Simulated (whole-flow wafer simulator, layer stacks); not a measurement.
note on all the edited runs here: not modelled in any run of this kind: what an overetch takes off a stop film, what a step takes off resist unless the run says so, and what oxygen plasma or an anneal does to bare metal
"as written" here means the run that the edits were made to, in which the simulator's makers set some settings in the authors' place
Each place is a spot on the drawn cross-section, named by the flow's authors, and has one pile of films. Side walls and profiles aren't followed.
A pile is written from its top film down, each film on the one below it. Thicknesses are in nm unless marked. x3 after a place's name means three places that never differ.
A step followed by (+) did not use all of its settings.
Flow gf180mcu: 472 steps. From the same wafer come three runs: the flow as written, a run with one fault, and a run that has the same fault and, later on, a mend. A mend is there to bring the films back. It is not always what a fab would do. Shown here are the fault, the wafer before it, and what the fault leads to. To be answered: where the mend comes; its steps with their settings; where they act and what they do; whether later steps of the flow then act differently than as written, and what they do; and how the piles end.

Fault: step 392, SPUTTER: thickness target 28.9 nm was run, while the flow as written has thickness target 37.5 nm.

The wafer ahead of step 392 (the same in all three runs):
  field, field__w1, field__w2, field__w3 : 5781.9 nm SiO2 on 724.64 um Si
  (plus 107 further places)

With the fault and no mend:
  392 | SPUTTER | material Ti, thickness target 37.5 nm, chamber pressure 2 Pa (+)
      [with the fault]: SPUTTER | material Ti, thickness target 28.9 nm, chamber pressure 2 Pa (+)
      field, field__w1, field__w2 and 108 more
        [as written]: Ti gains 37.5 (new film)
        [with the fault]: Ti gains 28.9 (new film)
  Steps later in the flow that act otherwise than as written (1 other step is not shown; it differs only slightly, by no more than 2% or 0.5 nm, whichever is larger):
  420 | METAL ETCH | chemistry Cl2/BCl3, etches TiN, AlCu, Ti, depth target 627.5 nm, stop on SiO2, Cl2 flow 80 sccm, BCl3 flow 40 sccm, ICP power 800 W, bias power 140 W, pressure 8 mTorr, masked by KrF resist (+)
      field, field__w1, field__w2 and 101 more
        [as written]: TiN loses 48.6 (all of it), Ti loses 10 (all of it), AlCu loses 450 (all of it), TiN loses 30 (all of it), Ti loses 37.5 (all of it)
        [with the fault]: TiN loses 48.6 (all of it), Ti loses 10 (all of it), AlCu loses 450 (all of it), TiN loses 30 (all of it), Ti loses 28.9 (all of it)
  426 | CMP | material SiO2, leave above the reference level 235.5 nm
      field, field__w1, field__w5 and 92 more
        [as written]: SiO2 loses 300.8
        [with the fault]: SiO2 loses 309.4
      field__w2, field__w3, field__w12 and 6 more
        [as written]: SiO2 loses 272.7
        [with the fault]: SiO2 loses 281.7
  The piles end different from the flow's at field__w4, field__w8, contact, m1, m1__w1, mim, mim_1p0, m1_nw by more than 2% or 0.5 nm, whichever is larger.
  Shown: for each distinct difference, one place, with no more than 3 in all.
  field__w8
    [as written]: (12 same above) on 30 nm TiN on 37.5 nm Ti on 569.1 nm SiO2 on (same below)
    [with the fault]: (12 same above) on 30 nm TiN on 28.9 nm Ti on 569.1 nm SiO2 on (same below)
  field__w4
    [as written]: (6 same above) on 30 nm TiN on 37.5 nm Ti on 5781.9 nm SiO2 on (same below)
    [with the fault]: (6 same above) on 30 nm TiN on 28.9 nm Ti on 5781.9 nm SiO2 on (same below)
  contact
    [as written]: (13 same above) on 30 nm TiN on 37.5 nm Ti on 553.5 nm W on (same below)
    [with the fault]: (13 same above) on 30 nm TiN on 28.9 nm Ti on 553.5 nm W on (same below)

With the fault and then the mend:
  The mend stands after step 392.
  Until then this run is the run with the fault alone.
  392a | SPUTTER | material Ti, thickness target 8.6 nm, chamber pressure 2 Pa (+) (a further turn of the flow's step 392, with different settings)
      field, field__w1, field__w2 and 108 more
        Ti gains 8.6
  Every later step of the flow that is run acts as written at every place that is followed.
  At every place that both follow, the piles at the end match the flow's.
